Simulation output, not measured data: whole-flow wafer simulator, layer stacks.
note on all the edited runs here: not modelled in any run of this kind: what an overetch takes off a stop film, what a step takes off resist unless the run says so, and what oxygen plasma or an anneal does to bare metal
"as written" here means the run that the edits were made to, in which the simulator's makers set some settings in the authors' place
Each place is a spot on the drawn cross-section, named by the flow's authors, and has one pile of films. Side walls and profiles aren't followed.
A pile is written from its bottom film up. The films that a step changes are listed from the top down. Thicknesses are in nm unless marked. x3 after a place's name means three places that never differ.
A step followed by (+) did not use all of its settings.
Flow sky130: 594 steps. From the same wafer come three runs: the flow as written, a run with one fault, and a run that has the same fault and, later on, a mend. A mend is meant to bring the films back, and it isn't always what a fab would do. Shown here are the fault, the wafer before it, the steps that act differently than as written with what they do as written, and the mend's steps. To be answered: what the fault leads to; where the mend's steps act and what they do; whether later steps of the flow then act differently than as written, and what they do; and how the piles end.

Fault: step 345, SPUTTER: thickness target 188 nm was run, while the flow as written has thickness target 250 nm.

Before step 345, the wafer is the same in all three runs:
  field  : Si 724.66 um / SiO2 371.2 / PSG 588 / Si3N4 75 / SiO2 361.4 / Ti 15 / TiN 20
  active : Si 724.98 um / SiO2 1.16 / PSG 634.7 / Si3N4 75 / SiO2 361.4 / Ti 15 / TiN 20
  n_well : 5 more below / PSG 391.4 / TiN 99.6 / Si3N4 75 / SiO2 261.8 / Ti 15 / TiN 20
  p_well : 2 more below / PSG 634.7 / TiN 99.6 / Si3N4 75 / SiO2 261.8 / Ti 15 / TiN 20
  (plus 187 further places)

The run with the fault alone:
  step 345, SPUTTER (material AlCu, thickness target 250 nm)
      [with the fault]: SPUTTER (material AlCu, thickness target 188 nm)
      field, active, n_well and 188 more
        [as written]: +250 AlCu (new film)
        [with the fault]: +188 AlCu (new film)
  Steps later in the flow that act otherwise than as written (8 more steps, not shown, differ only slightly: by at most 2% or 0.5 nm, whichever is larger):
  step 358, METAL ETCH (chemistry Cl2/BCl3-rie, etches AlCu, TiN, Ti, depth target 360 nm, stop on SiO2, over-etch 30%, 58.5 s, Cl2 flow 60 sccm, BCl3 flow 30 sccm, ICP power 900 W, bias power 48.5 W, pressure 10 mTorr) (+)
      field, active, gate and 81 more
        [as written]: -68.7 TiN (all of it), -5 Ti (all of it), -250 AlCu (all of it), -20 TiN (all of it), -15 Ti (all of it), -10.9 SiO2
        [with the fault]: -68.7 TiN (all of it), -5 Ti (all of it), -188 AlCu (all of it), -20 TiN (all of it), -15 Ti (all of it), -17.1 SiO2
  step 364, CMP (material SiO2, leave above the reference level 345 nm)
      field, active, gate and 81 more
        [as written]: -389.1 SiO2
        [with the fault]: -444.9 SiO2
  The piles end different from the flow's at n_well, p_well, gate_hv and 120 more by more than 2% or 0.5 nm, whichever is larger.
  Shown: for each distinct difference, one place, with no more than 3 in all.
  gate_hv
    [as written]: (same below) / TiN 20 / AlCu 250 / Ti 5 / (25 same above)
    [with the fault]: (same below) / TiN 20 / AlCu 188 / Ti 5 / (25 same above)
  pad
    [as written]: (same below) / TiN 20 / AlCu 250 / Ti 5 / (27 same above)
    [with the fault]: (same below) / TiN 20 / AlCu 188 / Ti 5 / (27 same above)
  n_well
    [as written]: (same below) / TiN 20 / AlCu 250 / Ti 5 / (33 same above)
    [with the fault]: (same below) / TiN 20 / AlCu 188 / Ti 5 / (33 same above)

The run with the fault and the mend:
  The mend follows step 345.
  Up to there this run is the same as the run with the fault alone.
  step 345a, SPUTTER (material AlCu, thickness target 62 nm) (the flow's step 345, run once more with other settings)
      field, active, n_well and 188 more
        +62 AlCu
  None of the later steps of the flow acts differently than as written at any place that is followed.
  At every place that both follow, the piles at the end match the flow's.
